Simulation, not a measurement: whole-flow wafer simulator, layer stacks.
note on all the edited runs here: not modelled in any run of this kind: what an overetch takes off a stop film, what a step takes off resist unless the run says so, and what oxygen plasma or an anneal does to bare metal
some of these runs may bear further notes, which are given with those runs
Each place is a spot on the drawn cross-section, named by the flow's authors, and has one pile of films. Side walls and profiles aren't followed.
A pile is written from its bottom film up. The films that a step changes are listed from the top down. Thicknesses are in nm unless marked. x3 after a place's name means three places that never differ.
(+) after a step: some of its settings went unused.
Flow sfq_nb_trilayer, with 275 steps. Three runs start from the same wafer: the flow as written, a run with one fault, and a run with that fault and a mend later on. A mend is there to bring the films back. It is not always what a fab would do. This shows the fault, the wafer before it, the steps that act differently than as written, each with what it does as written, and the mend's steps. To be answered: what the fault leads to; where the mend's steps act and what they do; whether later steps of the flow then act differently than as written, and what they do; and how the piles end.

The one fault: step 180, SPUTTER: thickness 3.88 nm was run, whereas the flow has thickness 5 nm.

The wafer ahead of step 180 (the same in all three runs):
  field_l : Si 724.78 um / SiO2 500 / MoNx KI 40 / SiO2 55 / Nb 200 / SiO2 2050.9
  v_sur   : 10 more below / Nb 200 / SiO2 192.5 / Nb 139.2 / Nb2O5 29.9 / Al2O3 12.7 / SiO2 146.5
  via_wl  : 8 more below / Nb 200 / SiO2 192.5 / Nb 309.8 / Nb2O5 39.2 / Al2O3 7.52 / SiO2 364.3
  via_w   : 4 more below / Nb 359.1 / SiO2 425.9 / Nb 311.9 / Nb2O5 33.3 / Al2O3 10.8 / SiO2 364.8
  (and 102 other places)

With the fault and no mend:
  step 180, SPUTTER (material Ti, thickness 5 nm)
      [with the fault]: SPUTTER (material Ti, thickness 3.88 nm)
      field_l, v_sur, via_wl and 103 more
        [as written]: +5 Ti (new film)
        [with the fault]: +3.88 Ti (new film)
  Steps further on in the flow that do not act as written (18 other steps are not shown; they differ only slightly, by no more than 2% or 0.5 nm, whichever is larger):
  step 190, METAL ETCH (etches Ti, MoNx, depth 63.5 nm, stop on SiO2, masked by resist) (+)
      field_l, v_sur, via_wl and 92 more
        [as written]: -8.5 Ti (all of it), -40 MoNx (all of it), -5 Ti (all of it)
        [with the fault]: -8.5 Ti (all of it), -40 MoNx (all of it), -3.88 Ti (all of it)
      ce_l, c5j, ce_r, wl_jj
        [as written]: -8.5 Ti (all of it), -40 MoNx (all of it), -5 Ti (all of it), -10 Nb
        [with the fault]: -8.5 Ti (all of it), -40 MoNx (all of it), -3.88 Ti (all of it), -11.1 Nb
  The piles end different from the flow's at be_r, r_sur, res, r_end, r5r_line_l, r5r_line_c, r5r_line_r by more than 2% or 0.5 nm, whichever is larger.
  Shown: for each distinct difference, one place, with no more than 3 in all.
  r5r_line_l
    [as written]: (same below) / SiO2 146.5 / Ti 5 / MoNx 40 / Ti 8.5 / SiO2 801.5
    [with the fault]: (same below) / SiO2 146.5 / Ti 3.88 / MoNx 40 / Ti 8.5 / SiO2 802.6
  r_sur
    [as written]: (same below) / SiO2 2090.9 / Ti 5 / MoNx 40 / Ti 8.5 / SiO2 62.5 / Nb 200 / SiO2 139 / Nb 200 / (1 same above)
    [with the fault]: (same below) / SiO2 2090.9 / Ti 3.88 / MoNx 40 / Ti 8.5 / SiO2 62.5 / Nb 200 / SiO2 140.1 / Nb 200 / (1 same above)
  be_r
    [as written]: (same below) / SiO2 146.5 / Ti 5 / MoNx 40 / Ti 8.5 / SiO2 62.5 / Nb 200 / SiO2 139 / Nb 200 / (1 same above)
    [with the fault]: (same below) / SiO2 146.5 / Ti 3.88 / MoNx 40 / Ti 8.5 / SiO2 62.5 / Nb 200 / SiO2 140.1 / Nb 200 / (1 same above)

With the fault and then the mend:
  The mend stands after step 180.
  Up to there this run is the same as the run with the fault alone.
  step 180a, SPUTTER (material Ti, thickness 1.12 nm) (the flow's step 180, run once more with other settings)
      field_l, v_sur, via_wl and 103 more
        +1.12 Ti
  None of the later steps of the flow acts differently than as written at any place that is followed.
  The piles end the same as the flow's at every place that both follow.
